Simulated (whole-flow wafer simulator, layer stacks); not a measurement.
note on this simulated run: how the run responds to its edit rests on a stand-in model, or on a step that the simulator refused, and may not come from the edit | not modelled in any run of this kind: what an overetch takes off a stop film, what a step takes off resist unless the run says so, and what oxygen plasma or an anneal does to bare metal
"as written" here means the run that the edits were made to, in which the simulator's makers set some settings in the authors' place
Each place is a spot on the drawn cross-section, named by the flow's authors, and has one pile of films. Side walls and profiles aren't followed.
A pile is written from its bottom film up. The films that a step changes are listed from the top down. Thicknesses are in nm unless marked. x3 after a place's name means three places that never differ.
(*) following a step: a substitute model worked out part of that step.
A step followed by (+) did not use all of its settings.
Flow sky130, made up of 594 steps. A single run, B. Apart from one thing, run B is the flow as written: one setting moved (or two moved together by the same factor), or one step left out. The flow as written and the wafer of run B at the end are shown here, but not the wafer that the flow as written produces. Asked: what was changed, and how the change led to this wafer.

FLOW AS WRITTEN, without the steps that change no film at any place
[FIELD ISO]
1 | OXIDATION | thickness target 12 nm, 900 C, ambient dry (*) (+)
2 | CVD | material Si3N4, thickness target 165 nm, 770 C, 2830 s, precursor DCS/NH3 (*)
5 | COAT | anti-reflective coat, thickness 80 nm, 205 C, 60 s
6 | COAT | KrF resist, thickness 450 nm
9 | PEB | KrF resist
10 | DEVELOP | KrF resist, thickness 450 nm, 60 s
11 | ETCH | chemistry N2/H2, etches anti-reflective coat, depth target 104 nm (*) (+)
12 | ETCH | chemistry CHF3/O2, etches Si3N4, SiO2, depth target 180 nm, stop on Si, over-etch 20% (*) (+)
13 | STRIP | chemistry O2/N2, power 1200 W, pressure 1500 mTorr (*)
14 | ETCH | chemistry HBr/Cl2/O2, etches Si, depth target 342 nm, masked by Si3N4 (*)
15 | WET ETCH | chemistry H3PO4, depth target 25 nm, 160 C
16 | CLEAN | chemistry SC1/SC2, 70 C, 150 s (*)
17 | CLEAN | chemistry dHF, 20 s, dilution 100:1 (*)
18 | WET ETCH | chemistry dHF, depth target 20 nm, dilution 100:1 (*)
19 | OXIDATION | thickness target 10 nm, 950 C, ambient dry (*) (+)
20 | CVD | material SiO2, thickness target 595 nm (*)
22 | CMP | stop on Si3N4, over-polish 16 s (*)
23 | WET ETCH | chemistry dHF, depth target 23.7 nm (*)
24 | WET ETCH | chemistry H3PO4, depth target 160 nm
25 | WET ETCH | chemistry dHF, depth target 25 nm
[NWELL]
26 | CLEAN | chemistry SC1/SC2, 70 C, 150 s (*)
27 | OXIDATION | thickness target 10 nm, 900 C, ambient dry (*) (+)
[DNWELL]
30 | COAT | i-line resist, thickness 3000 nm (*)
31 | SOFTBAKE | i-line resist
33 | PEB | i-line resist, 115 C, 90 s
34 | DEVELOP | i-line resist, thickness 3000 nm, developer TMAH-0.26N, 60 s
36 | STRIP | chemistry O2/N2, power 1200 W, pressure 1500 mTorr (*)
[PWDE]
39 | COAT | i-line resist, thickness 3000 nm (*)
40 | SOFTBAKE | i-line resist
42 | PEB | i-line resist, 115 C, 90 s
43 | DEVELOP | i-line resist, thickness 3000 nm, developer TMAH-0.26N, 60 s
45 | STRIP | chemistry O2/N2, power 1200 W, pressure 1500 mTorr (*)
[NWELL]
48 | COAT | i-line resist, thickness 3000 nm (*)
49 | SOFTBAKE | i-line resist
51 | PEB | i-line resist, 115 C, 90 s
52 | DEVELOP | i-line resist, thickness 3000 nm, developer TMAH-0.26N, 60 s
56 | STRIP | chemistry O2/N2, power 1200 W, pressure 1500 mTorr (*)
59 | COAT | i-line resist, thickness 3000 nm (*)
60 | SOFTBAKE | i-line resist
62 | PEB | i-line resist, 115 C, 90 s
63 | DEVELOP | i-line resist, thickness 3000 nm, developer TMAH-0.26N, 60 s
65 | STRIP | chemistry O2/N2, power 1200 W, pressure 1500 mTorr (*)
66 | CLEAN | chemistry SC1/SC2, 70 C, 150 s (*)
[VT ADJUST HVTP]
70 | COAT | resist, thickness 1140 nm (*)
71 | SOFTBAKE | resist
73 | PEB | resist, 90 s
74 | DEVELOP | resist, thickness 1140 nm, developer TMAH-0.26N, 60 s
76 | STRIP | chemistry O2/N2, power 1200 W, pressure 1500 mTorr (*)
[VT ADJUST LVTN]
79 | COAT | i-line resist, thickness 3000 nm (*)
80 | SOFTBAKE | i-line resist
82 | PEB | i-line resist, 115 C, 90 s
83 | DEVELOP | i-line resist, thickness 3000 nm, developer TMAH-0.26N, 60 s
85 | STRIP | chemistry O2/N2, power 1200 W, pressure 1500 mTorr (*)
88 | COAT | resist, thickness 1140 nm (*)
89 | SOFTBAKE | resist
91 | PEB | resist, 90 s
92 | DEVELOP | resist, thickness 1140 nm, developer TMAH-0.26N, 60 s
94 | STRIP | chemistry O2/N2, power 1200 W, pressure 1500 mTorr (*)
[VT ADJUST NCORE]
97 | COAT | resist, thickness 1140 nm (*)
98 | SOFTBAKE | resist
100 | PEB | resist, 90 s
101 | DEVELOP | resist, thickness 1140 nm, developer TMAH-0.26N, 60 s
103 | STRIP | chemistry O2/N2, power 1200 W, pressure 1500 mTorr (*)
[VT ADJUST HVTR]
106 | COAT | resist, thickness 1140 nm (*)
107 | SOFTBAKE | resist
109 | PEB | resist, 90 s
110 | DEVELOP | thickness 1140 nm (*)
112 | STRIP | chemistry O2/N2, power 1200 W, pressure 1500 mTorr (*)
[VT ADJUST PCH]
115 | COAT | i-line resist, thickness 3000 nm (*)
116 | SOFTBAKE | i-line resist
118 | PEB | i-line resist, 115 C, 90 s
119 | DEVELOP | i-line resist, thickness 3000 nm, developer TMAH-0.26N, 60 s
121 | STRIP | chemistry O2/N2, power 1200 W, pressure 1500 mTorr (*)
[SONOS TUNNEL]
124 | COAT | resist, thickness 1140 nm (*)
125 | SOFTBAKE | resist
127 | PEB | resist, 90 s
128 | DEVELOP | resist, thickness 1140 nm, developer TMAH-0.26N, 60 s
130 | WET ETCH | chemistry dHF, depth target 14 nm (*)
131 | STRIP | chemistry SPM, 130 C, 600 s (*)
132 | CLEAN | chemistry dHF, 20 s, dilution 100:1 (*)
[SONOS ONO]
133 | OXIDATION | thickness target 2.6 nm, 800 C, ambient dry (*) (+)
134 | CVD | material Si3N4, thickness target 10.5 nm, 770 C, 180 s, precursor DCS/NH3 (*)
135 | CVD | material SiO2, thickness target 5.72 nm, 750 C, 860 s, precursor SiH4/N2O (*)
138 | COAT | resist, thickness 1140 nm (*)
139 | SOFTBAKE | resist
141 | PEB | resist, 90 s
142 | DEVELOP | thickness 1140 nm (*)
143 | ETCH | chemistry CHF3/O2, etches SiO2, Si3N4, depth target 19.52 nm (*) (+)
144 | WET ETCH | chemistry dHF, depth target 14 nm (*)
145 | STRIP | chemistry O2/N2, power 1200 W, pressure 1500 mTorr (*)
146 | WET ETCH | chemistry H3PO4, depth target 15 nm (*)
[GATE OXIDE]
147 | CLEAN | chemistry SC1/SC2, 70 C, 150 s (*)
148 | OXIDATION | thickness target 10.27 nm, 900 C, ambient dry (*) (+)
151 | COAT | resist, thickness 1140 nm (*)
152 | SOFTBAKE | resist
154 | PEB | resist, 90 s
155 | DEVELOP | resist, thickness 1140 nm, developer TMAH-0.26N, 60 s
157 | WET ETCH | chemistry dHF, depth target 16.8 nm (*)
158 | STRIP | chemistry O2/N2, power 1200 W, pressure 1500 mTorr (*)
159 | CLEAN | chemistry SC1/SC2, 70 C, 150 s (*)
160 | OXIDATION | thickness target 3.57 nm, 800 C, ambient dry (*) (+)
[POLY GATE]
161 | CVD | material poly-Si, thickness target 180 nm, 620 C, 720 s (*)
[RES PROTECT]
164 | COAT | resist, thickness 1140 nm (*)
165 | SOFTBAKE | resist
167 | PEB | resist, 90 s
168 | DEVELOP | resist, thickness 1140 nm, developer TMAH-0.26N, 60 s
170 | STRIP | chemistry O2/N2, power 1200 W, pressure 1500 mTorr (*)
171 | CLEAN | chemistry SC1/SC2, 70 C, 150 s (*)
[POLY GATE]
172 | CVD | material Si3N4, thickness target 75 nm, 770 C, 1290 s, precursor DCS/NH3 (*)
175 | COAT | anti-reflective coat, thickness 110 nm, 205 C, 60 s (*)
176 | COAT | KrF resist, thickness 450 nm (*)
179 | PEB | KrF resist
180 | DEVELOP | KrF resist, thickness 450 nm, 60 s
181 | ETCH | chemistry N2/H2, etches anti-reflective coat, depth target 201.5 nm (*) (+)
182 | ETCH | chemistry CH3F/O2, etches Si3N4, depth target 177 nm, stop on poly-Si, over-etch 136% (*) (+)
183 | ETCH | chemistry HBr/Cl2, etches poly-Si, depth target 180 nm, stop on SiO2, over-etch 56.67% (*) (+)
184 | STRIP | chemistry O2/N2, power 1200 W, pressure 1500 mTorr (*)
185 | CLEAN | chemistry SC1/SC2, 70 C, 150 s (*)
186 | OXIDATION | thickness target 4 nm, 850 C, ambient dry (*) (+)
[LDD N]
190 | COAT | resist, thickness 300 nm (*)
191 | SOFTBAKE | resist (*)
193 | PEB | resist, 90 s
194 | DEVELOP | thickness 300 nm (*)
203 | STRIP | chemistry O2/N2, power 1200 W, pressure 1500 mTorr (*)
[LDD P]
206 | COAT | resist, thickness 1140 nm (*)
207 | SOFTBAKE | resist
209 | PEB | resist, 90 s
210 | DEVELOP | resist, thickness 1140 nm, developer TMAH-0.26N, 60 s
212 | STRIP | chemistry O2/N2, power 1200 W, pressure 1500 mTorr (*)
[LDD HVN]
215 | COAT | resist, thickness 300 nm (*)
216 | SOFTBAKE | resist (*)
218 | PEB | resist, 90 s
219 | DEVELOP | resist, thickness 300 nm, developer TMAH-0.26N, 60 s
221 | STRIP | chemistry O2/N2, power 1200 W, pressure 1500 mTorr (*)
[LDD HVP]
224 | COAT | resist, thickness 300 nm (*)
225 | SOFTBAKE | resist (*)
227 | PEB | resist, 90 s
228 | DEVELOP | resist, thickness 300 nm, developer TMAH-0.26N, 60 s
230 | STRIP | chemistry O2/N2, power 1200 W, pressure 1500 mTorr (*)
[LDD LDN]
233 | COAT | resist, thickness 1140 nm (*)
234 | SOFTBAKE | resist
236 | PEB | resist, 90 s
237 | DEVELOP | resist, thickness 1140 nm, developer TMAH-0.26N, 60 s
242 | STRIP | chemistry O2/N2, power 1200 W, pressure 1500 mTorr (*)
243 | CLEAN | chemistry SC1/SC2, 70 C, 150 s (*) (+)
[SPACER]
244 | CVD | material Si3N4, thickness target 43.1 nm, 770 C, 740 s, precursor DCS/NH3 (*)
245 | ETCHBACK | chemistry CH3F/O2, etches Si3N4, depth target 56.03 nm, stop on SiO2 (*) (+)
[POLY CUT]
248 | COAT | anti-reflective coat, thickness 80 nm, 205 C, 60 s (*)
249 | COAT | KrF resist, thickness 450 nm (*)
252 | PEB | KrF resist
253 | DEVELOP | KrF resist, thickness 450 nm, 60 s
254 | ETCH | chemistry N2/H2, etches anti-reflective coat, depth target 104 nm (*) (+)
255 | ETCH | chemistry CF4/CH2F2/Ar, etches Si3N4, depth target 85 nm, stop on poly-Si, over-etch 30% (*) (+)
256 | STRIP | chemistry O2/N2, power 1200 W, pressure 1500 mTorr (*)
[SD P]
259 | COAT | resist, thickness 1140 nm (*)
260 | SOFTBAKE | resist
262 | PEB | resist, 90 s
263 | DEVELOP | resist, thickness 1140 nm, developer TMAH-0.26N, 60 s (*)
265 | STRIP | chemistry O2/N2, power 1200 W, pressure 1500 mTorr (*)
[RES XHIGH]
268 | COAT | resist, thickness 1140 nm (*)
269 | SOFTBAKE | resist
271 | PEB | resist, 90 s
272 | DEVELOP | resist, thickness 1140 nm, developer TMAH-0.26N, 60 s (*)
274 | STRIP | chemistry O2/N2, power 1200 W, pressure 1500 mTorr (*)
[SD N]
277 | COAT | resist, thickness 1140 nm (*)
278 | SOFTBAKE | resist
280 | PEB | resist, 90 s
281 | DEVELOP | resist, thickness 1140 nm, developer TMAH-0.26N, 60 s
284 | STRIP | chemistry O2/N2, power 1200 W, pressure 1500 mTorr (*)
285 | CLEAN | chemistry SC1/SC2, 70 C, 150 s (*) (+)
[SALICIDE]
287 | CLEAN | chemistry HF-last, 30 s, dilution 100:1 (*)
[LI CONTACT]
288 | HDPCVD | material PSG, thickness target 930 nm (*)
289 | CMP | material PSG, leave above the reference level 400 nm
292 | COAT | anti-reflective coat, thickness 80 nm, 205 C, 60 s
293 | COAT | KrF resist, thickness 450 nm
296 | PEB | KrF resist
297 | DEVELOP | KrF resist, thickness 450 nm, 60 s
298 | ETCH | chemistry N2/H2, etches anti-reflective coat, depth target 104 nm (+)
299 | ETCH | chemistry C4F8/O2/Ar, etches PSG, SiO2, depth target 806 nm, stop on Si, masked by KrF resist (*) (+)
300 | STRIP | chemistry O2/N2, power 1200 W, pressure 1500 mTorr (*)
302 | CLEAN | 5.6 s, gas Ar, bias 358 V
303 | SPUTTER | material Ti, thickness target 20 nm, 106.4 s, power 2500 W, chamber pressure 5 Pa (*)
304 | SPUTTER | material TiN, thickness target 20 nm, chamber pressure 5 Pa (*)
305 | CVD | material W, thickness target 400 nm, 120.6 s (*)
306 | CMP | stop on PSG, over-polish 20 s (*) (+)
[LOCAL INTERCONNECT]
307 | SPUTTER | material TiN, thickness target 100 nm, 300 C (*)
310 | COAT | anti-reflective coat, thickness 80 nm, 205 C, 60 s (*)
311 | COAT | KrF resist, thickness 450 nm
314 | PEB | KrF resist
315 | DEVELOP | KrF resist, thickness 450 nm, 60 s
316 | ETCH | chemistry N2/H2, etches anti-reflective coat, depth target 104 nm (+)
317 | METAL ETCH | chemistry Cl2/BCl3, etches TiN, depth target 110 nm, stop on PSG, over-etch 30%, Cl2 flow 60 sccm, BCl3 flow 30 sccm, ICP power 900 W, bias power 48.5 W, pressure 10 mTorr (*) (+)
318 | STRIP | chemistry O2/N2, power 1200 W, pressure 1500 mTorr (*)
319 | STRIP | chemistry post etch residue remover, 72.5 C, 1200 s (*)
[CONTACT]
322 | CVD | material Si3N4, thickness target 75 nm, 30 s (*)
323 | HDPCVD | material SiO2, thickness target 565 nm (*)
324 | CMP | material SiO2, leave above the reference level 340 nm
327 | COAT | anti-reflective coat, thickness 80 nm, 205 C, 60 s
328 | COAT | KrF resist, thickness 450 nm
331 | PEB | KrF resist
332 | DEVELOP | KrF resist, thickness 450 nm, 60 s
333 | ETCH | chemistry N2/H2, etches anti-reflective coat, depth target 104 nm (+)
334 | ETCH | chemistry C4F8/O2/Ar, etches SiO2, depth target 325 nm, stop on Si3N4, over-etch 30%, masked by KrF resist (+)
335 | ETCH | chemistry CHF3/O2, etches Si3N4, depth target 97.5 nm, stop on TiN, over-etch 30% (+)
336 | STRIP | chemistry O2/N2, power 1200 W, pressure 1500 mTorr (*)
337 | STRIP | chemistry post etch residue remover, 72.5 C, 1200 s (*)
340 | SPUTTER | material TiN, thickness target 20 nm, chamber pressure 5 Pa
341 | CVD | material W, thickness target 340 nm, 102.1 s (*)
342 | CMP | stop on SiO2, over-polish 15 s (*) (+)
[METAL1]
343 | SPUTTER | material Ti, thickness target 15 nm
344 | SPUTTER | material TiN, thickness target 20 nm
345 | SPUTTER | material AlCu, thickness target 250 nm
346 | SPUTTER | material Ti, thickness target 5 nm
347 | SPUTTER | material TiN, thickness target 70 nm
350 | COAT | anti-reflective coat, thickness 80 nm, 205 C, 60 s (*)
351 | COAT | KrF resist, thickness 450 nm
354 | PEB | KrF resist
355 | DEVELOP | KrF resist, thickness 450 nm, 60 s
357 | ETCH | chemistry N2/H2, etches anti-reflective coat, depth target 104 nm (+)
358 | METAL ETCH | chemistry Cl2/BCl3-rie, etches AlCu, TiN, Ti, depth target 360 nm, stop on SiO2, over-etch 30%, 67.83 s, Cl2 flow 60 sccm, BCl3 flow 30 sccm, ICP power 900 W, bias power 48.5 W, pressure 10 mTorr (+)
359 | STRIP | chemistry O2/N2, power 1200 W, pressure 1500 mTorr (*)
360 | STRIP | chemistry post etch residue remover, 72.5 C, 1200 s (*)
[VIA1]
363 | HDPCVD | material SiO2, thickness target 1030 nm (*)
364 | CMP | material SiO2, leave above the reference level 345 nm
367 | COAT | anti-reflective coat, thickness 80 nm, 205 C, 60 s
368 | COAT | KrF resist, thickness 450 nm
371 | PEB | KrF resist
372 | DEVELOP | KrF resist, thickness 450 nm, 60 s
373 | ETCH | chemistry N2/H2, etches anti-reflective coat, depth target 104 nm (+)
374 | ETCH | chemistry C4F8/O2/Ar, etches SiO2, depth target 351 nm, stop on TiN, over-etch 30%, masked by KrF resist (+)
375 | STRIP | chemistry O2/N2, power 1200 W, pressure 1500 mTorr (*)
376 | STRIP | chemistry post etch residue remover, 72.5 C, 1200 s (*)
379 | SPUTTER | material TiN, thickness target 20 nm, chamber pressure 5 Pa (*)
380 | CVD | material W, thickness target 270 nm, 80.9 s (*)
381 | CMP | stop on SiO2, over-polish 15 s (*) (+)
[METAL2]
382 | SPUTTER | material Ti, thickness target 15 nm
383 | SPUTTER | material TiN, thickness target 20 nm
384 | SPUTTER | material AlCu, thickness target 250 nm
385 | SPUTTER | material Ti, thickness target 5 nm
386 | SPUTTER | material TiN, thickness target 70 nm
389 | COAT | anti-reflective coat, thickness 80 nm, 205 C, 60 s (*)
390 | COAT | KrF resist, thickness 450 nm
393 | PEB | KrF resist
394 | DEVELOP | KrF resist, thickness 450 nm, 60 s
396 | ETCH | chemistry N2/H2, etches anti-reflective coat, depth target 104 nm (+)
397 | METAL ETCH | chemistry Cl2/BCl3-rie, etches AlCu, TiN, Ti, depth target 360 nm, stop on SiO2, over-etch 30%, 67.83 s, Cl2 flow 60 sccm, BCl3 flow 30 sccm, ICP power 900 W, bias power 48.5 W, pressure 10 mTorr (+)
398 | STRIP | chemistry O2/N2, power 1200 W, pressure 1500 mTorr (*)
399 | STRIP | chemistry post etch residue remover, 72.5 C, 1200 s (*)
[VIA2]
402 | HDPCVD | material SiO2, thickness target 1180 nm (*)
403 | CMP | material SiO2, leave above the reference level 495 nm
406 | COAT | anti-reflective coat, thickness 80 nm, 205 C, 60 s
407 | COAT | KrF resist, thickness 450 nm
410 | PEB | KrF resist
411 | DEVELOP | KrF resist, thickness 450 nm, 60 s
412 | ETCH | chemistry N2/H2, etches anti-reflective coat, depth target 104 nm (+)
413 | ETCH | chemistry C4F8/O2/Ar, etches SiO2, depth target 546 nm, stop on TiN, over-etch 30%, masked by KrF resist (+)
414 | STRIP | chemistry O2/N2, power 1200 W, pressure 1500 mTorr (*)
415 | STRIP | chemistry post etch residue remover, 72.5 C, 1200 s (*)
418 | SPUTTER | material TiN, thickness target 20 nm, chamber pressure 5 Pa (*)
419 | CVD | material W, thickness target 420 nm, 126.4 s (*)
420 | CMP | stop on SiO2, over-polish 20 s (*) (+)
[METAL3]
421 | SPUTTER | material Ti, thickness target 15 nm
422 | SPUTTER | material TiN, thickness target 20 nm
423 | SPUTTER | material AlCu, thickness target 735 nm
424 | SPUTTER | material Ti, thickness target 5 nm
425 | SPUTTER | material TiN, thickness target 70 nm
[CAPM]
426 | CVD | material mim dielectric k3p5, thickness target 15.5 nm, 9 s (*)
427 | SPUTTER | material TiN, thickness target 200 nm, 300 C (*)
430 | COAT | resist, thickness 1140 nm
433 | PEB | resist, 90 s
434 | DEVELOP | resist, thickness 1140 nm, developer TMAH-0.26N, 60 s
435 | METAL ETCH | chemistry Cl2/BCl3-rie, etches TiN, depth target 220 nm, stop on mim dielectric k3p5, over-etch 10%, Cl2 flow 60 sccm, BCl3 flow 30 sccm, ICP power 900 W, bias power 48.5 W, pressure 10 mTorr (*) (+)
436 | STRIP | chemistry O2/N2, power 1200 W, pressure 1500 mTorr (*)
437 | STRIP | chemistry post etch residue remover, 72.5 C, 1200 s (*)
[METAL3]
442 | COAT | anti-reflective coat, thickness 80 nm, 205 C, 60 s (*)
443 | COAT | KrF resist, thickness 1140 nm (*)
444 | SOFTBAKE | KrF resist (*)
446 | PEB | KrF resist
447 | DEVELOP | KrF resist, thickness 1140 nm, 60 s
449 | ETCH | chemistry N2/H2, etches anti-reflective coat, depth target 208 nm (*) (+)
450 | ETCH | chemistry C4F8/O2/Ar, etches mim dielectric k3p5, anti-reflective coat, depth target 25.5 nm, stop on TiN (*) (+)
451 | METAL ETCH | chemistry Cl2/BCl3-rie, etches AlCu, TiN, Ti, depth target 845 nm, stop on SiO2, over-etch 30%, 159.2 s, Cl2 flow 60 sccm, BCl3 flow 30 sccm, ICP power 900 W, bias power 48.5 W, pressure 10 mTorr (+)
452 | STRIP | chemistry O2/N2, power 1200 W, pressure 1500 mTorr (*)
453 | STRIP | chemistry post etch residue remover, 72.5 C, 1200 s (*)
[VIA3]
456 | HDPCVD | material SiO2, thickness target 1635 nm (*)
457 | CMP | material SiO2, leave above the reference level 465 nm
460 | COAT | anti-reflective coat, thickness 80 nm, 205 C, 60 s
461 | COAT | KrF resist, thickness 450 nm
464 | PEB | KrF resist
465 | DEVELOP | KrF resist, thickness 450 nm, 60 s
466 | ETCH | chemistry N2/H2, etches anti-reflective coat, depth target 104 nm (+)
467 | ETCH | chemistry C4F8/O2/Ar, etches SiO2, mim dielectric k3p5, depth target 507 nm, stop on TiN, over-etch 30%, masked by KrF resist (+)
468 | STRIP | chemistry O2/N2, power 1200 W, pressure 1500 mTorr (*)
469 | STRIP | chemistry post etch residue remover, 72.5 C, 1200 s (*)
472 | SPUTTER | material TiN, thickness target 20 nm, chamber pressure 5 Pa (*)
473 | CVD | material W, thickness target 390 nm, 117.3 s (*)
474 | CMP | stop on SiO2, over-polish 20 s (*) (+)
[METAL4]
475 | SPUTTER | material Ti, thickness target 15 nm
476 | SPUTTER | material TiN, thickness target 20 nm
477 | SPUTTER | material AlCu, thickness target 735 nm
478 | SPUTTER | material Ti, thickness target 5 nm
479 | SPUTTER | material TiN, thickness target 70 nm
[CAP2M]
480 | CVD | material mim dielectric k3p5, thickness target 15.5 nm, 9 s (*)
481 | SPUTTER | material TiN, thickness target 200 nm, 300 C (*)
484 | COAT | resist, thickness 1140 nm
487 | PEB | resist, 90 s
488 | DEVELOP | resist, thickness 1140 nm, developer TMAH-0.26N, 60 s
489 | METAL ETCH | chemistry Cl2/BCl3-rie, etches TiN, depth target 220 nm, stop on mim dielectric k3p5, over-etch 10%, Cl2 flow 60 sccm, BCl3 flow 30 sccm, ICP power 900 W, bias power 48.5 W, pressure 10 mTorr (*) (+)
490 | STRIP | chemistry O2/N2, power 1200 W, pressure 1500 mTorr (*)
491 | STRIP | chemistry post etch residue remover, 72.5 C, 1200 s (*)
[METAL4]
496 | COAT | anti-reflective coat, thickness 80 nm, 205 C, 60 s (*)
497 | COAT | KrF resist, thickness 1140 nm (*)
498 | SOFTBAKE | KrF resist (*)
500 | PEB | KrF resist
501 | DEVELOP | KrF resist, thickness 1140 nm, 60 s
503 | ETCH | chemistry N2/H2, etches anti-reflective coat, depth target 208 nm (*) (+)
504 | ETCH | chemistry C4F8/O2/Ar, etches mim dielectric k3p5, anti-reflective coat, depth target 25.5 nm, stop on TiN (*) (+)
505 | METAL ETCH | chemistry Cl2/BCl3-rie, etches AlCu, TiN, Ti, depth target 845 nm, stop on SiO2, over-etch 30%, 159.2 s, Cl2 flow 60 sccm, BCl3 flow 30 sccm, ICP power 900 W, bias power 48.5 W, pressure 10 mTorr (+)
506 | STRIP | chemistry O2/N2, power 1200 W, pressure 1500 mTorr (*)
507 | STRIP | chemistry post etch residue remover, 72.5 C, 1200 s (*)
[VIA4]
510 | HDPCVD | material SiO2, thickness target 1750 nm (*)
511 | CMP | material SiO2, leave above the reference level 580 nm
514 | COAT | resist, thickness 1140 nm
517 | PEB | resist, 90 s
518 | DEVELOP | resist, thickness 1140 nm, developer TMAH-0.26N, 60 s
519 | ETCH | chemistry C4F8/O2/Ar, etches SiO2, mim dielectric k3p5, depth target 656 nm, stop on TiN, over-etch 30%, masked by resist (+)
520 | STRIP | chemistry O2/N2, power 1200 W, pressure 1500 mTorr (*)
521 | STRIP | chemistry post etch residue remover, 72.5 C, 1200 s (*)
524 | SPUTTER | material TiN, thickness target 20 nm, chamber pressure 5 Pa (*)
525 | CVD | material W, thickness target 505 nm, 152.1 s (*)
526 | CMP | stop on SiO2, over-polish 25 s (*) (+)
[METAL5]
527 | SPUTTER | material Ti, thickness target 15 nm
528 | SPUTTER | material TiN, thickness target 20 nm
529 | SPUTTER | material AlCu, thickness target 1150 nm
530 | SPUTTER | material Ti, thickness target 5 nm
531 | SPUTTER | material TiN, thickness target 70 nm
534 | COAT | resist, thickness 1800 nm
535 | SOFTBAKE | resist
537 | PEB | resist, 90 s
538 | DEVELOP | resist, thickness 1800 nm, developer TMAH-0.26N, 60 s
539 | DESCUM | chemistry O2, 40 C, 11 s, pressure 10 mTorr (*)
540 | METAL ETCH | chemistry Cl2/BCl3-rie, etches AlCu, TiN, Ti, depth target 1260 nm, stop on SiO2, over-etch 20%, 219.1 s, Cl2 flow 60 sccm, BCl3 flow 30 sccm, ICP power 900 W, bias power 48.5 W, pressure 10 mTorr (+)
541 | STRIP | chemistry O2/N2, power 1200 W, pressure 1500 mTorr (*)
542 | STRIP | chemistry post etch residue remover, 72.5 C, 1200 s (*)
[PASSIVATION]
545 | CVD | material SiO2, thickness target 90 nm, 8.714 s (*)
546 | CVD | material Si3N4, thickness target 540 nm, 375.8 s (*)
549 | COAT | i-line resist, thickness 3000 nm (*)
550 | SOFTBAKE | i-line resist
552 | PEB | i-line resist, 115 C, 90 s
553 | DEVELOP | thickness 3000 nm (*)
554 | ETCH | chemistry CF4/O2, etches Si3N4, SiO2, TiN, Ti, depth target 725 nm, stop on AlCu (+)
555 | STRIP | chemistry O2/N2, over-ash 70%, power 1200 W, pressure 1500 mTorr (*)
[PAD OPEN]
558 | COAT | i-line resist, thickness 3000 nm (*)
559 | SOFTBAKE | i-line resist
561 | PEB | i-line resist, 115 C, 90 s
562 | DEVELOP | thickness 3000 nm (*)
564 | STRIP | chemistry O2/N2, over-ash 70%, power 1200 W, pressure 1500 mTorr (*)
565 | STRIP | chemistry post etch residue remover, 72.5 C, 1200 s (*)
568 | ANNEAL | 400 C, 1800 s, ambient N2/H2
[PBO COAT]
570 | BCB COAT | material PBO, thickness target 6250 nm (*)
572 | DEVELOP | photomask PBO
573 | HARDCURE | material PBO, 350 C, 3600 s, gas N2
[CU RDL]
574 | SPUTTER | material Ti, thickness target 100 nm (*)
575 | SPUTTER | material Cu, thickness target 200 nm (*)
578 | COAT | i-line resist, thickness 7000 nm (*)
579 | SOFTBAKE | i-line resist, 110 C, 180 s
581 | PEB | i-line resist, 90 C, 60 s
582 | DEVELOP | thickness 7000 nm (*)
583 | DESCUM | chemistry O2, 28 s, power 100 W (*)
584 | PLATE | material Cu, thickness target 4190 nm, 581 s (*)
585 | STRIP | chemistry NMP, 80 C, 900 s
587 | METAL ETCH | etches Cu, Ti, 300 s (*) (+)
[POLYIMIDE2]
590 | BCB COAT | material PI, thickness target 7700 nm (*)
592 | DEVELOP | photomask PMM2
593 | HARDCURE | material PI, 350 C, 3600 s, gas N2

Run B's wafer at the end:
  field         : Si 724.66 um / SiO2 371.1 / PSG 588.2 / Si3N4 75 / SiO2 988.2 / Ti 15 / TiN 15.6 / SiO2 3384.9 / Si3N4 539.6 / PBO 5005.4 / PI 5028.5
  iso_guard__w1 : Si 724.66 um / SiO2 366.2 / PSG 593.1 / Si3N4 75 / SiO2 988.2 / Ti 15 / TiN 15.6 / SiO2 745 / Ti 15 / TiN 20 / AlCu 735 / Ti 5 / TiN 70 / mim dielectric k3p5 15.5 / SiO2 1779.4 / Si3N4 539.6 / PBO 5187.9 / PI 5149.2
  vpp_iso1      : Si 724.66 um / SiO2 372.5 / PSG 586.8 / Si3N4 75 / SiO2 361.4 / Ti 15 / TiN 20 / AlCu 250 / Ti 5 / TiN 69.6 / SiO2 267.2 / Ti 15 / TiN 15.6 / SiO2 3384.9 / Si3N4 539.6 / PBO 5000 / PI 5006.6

What caused this: step 397, METAL ETCH: depth target 252 nm was run, though the flow has depth target 360 nm.

The path from the change to this, step by step:
  397 | METAL ETCH | chemistry Cl2/BCl3-rie, etches AlCu, TiN, Ti, depth target 360 nm, stop on SiO2, over-etch 30%, 67.83 s, Cl2 flow 60 sccm, BCl3 flow 30 sccm, ICP power 900 W, bias power 48.5 W, pressure 10 mTorr (+)
      iso_guard, vpp_sp, vpp_guard and 75 more: TiN loses 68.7 (all of it), Ti loses 5 (all of it), AlCu loses 250 (all of it), TiN loses 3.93 (in the flow as written it would be: TiN loses 68.7 (all of it), Ti loses 5 (all of it), AlCu loses 250 (all of it), TiN loses 20 (all of it), Ti loses 15 (all of it), SiO2 loses 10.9)
      field, active, gate, spacer, sonos_cell, sonos_guard, sonos_guard_hv: TiN loses 68.7 (all of it), Ti loses 5 (all of it), AlCu loses 250 (all of it), TiN loses 3.94 (in the flow as written it would be: TiN loses 68.7 (all of it), Ti loses 5 (all of it), AlCu loses 250 (all of it), TiN loses 20 (all of it), Ti loses 15 (all of it), SiO2 loses 10.9)
      (and at 106 other places as well)
  398 | STRIP | chemistry O2/N2, power 1200 W, pressure 1500 mTorr (*)
      n_well, p_well, gate_hv and 101 more: KrF resist loses 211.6 (all of it), anti-reflective coat loses 80 (all of it) (in the flow as written it would be: KrF resist loses 141.4 (all of it), anti-reflective coat loses 80 (all of it))
      m1, via1_hole: KrF resist loses 211.7 (all of it), anti-reflective coat loses 80.4 (all of it) (in the flow as written it would be: KrF resist loses 141.5 (all of it), anti-reflective coat loses 80.4 (all of it))
  402 | HDPCVD | material SiO2, thickness target 1180 nm (*)
      field, active, gate and 82 more: SiO2 gains 1180 (new film) (in the flow as written it would be: SiO2 gains 1180)
  403 | CMP | material SiO2, leave above the reference level 495 nm
      field, active, gate and 82 more: SiO2 loses 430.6 (in the flow as written it would be: SiO2 loses 389.1)
With metal films that touch counted as one body, field has 1 body; the flow as written gives 0 bodies.
With metal films that touch counted as one body, iso_guard__w1 has 2 bodies (between them, from the top down: SiO2 745); the flow as written gives 1 body.
With metal films that touch counted as one body, vpp_iso1 has 2 bodies (between them, from the top down: SiO2 267.2); the flow as written gives 1 body.
